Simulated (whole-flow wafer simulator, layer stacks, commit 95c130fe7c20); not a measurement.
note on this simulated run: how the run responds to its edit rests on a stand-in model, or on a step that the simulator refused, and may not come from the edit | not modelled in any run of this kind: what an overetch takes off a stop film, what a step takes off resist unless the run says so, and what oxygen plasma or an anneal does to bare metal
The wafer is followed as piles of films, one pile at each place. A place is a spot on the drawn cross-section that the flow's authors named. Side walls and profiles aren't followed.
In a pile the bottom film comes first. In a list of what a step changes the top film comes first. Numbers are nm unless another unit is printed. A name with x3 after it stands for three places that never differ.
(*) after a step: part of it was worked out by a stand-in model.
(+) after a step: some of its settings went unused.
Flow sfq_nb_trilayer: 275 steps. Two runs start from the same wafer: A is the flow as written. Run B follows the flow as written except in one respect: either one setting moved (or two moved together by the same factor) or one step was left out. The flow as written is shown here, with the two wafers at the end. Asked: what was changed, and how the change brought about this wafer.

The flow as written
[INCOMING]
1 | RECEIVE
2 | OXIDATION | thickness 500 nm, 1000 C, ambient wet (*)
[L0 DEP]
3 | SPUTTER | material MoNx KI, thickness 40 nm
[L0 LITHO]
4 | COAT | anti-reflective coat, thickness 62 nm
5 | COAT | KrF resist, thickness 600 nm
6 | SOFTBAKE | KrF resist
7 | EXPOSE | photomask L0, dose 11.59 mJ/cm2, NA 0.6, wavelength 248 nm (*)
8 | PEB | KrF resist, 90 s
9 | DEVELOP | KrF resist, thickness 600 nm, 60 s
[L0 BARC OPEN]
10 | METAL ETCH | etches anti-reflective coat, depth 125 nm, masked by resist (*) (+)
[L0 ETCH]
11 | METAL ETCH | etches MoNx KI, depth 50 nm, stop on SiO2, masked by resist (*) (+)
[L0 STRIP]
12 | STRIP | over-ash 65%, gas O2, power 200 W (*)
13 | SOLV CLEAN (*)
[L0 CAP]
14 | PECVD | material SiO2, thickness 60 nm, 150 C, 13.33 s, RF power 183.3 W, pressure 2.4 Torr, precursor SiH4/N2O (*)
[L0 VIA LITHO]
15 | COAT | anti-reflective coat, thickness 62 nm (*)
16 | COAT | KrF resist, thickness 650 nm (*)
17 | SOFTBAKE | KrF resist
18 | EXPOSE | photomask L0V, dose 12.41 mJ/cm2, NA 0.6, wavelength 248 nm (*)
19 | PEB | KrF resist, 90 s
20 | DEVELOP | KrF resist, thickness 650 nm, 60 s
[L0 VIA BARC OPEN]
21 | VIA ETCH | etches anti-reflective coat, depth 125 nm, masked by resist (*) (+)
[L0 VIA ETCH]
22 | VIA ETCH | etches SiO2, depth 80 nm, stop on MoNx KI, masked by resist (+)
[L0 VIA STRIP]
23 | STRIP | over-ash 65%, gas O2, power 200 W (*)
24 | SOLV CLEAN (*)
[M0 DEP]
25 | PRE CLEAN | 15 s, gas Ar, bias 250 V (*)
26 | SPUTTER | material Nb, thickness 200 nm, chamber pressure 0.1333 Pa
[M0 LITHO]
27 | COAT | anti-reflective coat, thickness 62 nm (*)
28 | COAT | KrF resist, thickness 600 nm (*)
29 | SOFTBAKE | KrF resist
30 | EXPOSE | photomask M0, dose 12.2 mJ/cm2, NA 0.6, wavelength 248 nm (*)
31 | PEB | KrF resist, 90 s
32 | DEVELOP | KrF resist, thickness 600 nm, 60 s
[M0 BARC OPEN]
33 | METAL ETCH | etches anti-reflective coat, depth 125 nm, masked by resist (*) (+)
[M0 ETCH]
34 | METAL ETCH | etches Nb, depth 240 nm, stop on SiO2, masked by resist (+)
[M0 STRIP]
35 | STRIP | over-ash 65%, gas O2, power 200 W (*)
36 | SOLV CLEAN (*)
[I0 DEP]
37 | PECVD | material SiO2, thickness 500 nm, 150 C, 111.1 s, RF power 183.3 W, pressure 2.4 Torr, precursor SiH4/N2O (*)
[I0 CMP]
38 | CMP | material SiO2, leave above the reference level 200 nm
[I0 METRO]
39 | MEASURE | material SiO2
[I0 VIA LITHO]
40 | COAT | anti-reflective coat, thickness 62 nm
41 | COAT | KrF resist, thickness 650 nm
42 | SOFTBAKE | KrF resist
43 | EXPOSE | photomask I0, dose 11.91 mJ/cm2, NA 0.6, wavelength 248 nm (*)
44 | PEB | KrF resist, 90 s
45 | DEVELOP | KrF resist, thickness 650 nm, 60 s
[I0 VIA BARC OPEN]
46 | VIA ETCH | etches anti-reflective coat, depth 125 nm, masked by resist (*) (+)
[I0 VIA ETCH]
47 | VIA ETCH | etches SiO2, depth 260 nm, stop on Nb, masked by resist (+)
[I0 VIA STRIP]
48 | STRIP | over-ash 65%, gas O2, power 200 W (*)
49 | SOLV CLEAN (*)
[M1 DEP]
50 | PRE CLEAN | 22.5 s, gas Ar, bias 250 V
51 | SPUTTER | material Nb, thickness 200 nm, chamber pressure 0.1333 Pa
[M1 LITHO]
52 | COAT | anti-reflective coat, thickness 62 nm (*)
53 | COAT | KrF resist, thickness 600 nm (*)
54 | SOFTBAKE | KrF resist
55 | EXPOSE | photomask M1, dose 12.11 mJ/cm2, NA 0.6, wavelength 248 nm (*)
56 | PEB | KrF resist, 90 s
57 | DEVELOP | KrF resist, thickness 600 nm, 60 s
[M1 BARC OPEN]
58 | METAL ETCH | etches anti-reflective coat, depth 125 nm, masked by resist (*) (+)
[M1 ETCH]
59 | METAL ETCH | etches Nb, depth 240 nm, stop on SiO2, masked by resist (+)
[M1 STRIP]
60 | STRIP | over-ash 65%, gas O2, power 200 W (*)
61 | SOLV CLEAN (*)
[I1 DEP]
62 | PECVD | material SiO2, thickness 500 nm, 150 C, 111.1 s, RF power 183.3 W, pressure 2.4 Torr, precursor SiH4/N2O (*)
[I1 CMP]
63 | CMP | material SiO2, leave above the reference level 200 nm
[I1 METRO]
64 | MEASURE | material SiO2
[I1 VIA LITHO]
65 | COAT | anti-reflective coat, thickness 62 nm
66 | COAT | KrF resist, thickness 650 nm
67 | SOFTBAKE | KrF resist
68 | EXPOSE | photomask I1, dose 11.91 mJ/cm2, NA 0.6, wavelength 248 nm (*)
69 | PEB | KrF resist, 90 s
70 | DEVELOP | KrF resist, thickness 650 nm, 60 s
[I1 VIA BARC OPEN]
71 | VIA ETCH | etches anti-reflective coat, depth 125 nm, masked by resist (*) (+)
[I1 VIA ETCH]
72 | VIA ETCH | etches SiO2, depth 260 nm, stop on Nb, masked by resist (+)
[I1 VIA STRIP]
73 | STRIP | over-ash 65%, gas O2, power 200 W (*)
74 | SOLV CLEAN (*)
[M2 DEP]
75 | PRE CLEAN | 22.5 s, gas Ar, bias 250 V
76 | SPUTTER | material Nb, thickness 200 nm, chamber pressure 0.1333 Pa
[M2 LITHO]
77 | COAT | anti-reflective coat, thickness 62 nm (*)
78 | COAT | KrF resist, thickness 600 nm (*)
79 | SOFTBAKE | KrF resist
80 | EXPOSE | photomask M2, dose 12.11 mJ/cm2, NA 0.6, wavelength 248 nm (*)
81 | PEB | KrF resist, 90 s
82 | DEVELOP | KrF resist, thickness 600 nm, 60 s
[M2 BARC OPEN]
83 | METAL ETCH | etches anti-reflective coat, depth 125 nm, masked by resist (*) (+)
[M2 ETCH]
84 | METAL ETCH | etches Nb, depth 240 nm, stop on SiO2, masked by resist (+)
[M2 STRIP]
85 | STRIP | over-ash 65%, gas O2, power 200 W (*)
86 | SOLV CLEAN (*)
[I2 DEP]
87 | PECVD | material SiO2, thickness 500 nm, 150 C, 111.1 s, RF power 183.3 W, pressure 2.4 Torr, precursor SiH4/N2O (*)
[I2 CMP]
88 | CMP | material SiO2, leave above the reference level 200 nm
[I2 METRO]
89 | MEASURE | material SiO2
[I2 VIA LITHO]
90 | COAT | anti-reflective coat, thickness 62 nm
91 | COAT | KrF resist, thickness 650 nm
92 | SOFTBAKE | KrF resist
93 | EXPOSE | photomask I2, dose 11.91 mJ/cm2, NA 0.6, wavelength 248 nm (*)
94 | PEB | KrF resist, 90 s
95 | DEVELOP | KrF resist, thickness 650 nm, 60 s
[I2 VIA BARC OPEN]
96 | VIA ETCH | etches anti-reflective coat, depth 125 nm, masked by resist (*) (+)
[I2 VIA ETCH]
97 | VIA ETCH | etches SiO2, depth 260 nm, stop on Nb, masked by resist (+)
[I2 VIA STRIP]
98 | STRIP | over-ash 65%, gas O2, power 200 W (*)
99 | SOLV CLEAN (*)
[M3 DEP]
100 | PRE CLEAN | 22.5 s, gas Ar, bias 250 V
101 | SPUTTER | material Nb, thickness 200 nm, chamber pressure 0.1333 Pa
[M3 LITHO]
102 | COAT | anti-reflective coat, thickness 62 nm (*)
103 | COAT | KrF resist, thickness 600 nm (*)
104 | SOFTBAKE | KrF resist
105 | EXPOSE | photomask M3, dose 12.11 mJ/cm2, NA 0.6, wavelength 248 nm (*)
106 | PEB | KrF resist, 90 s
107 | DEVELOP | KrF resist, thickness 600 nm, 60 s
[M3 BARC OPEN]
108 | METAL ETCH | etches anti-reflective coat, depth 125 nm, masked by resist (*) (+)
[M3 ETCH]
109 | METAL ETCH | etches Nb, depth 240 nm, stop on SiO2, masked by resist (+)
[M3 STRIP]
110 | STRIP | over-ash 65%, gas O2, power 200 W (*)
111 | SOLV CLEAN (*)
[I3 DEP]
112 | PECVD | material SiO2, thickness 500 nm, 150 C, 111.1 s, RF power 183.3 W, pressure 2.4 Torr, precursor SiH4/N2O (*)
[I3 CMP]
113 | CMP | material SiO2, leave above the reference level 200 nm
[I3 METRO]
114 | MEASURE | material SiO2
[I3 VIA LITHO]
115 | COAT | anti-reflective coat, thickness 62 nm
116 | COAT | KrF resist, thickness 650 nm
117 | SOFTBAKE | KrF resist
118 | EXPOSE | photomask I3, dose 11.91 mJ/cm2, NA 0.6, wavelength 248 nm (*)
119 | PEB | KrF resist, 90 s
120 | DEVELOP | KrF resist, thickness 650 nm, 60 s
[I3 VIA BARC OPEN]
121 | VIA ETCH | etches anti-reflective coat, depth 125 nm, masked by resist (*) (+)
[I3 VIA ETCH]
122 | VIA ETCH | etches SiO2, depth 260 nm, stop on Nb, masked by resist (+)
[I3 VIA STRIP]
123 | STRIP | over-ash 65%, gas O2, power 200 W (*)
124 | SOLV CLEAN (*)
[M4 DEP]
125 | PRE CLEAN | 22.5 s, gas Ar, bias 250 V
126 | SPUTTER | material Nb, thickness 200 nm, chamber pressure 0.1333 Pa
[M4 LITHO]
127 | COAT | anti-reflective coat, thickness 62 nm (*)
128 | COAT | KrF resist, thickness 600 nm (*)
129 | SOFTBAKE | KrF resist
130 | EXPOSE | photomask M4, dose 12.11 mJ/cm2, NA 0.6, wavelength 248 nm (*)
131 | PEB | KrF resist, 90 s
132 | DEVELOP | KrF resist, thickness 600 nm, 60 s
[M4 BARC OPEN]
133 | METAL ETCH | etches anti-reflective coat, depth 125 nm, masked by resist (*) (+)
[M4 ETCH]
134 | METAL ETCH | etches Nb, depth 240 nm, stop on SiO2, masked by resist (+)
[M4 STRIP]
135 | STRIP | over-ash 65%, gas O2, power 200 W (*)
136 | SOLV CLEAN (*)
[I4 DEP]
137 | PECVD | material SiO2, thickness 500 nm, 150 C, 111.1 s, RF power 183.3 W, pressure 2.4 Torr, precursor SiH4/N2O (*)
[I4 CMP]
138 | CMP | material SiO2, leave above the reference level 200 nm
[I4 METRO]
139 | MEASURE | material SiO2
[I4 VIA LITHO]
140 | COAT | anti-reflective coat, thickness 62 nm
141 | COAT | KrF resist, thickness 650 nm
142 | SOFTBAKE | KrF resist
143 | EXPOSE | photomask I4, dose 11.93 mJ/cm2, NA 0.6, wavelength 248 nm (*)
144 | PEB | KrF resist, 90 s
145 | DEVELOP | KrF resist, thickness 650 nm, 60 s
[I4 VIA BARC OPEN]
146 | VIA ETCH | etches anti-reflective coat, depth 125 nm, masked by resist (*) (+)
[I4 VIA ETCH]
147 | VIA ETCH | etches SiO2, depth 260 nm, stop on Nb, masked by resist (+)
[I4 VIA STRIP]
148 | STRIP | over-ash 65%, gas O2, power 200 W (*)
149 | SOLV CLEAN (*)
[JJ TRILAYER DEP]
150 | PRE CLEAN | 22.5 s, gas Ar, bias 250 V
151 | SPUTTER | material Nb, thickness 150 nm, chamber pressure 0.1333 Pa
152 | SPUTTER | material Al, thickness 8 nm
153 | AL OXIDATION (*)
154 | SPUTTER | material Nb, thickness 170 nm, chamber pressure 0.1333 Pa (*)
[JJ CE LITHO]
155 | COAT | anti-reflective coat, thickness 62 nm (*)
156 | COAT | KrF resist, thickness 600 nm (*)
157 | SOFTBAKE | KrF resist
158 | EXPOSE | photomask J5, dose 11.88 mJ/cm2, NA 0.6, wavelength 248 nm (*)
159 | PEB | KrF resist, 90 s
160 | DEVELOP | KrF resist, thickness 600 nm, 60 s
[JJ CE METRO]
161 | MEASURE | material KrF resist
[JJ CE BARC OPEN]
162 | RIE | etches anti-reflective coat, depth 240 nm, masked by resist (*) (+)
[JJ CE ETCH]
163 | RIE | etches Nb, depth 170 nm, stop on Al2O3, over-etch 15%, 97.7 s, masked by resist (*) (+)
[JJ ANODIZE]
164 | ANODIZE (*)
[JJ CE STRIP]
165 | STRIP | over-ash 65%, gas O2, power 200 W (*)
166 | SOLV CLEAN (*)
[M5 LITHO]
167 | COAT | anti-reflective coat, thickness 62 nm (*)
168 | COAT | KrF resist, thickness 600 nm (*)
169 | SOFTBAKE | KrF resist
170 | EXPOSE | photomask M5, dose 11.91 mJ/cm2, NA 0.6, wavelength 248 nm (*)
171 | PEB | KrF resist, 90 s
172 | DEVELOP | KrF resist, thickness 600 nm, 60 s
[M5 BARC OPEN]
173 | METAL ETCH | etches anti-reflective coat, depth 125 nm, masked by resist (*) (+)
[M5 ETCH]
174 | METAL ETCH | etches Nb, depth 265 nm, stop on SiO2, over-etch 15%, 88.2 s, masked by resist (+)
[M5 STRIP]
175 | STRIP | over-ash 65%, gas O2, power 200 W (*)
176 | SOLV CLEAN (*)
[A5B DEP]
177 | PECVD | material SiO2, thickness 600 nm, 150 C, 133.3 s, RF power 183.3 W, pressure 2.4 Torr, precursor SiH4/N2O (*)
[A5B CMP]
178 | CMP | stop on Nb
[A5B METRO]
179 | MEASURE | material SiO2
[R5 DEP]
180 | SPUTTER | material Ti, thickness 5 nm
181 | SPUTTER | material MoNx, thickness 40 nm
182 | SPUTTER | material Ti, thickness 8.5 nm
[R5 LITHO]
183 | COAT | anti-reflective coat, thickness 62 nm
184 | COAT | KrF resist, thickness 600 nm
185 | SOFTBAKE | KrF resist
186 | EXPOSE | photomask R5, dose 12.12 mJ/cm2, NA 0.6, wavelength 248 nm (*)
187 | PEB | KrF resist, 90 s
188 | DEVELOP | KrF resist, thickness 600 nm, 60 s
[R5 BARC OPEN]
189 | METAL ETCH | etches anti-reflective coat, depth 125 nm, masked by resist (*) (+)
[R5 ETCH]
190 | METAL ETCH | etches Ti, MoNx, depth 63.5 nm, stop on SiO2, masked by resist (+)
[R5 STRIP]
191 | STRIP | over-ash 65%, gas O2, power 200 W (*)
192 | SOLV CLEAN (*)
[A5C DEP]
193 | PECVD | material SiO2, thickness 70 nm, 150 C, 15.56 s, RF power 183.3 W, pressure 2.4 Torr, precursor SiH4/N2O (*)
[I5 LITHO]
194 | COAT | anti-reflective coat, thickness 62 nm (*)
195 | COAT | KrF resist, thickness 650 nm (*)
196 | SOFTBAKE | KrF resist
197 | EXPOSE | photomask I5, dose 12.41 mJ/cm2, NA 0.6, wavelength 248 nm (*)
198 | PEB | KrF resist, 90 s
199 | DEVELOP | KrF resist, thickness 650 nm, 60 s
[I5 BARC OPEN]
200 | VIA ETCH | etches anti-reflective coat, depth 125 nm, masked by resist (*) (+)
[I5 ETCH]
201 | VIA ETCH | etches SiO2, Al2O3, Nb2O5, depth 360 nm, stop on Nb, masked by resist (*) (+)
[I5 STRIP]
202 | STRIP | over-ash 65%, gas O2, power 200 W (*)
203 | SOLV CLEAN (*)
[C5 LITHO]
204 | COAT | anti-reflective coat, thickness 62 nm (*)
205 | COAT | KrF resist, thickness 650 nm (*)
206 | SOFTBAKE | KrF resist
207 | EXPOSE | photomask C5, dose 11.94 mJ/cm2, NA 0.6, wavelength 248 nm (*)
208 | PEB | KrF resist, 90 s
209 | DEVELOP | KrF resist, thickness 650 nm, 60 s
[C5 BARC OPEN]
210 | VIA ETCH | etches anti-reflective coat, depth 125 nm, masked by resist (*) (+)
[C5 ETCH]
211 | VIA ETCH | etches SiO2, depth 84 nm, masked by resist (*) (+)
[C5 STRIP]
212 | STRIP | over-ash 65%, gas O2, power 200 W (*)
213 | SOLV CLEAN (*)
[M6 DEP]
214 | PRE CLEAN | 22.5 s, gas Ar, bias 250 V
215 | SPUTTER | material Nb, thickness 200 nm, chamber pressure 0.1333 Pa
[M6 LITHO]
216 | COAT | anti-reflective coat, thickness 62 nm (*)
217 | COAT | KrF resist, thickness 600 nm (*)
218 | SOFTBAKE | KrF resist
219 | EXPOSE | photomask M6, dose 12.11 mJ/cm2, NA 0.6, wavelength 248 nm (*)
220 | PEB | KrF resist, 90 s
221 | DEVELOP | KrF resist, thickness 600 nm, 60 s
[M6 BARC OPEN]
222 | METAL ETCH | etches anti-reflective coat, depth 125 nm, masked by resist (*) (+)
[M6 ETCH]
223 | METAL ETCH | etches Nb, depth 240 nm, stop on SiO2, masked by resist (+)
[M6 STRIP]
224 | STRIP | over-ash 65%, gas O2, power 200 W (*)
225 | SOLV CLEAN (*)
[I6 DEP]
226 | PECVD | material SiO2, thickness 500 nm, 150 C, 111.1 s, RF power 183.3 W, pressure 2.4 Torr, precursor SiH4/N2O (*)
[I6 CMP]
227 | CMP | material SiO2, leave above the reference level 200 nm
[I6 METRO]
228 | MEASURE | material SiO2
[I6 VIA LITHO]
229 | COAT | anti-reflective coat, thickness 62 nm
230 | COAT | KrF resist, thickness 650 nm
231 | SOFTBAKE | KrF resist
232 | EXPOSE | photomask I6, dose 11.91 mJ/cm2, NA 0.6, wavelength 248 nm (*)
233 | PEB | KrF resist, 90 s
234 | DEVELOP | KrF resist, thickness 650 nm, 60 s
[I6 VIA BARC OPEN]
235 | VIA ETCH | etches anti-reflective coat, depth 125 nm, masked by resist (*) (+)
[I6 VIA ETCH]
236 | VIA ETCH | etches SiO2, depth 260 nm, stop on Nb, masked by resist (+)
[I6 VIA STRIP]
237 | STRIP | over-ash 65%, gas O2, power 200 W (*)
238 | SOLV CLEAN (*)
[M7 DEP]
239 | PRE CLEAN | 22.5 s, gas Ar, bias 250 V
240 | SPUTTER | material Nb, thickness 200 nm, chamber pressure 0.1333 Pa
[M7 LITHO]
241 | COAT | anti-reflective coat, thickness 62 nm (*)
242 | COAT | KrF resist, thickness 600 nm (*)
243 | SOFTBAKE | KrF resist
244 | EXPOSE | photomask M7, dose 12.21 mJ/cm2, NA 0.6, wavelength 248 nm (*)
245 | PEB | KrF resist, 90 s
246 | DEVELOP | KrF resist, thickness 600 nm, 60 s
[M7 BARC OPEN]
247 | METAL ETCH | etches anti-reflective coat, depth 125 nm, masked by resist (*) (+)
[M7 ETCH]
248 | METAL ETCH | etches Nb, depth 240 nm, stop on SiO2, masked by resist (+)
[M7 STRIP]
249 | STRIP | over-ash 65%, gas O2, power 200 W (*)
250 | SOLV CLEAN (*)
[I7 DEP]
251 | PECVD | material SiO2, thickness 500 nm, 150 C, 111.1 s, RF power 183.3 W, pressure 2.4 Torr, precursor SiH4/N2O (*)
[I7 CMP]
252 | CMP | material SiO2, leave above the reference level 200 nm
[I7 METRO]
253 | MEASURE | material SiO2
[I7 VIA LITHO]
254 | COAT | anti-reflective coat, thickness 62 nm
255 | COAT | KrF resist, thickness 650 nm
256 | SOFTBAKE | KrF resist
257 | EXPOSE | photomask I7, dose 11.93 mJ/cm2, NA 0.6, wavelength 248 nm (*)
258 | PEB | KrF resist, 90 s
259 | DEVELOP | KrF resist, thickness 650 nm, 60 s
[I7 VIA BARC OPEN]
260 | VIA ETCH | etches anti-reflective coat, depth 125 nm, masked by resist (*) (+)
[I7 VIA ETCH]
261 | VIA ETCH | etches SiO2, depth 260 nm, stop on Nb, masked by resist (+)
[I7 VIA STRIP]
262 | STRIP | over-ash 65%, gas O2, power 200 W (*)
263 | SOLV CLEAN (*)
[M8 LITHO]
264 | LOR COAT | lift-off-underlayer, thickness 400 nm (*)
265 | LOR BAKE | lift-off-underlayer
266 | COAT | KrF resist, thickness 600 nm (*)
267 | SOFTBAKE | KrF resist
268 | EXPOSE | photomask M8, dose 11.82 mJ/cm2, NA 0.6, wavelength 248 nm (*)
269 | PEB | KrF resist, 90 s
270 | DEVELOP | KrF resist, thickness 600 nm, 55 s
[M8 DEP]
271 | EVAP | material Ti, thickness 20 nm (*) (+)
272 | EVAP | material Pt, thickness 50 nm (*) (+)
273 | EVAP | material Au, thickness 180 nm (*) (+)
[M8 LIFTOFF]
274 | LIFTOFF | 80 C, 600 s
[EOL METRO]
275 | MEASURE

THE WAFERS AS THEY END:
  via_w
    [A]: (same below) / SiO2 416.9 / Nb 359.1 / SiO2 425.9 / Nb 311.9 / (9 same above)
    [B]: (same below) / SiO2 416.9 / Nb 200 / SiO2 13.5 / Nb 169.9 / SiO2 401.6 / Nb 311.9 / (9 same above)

The reason: step 97, VIA ETCH: depth 178.8 nm was run, though the flow has depth 260 nm.

Step by step, how the change led to this:
  97 | VIA ETCH | etches SiO2, depth 260 nm, stop on Nb, masked by resist (+)
      via_w: A -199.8 SiO2 (all of it) | B -178.8 SiO2
      field_l, v_sur, via_wl and 102 more: A -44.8 KrF resist | B -30.8 KrF resist
  98 | STRIP | over-ash 65%, gas O2, power 200 W (*)
      field_l, v_sur, via_wl and 102 more: A -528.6 KrF resist (all of it), -62 anti-reflective coat (all of it) | B -542.6 KrF resist (all of it), -62 anti-reflective coat (all of it)
  100 | PRE CLEAN | 22.5 s, gas Ar, bias 250 V
      via_w: A -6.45 Nb | B -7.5 SiO2
  101 | SPUTTER | material Nb, thickness 200 nm, chamber pressure 0.1333 Pa
      via_w: A +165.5 Nb | B +169.9 Nb (new film)
  102 | COAT | anti-reflective coat, thickness 62 nm (*)
      via_wl, via_wr: A +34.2 anti-reflective coat (new film) | B +26.4 anti-reflective coat (new film)
      v_sur: A +61.1 anti-reflective coat (new film) | B +58.5 anti-reflective coat (new film)
      (and at 1 other place as well)
  110 | STRIP | over-ash 65%, gas O2, power 200 W (*)
      v_sur: A -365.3 KrF resist (all of it), -61.1 anti-reflective coat (all of it) | B -367.5 KrF resist (all of it), -58.5 anti-reflective coat (all of it)
      via_wl: A -384.2 KrF resist (all of it), -34.2 anti-reflective coat (all of it) | B -391.8 KrF resist (all of it), -26.4 anti-reflective coat (all of it)
      (and at 2 other places as well)
  112 | PECVD | material SiO2, thickness 500 nm, 150 C, 111.1 s, RF power 183.3 W, pressure 2.4 Torr, precursor SiH4/N2O (*)
      via_w: A +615 SiO2 (new film) | B +566.1 SiO2 (new film)
  113 | CMP | material SiO2, leave above the reference level 200 nm
      via_w: A -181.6 SiO2 | B -157.1 SiO2
If metal films that touch count as one body, via_w has 6 bodies (between them, from the top down: SiO2 192.5; SiO2 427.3 / Al2O3 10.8 / Nb2O5 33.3; SiO2 401.6; SiO2 13.5; SiO2 416.9); the flow as written gives 5 bodies (between them, from the top down: SiO2 192.5; SiO2 427.3 / Al2O3 10.8 / Nb2O5 33.3; SiO2 425.9; SiO2 416.9).
